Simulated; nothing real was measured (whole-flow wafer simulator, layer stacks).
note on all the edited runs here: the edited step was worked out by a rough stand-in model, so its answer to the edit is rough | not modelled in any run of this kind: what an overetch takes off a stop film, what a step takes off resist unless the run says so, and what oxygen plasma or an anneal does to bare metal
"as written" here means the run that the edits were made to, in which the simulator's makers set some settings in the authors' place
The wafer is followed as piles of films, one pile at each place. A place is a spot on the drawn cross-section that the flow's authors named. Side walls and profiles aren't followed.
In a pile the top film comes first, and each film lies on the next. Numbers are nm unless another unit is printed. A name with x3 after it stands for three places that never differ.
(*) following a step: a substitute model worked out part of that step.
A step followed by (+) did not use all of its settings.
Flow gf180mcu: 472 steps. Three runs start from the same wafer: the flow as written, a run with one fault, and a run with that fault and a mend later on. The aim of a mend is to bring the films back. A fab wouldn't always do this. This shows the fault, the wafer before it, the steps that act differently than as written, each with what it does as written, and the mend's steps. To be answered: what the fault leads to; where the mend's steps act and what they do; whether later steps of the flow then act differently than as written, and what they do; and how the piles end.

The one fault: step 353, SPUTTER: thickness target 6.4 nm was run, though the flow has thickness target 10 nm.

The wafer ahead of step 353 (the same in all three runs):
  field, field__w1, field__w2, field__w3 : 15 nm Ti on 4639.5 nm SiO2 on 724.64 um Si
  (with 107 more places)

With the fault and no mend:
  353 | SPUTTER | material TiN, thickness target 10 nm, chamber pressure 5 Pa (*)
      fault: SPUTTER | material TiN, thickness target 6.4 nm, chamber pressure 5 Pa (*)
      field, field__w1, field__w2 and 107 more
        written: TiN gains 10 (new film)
        fault: TiN gains 6.4 (new film)
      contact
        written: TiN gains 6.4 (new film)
        fault: TiN gains 4.1 (new film)
  Steps further on in the flow that do not act as written (not shown: 1 more step that differs only slightly, by at most 2% or 0.5 nm, whichever is larger):
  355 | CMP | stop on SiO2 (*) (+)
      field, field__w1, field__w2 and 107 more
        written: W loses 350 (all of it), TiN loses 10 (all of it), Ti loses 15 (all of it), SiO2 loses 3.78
        fault: W loses 350 (all of it), TiN loses 6.4 (all of it), Ti loses 15 (all of it), SiO2 loses 3.75
  By the end, the piles at contact depart from the flow's by more than 2% or 0.5 nm, whichever is larger.
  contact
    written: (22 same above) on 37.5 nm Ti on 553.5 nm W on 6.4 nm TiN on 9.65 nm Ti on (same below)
    fault: (22 same above) on 37.5 nm Ti on 555.8 nm W on 4.1 nm TiN on 9.65 nm Ti on (same below)

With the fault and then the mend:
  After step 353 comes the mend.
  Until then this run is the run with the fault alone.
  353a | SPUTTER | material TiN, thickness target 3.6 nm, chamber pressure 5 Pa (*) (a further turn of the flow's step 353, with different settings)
      field, field__w1, field__w2 and 107 more
        TiN gains 3.6
      contact
        TiN gains 2.3
  Every later step of the flow that is run acts as written at every place that is followed.
  At every place that both follow, the piles at the end match the flow's.
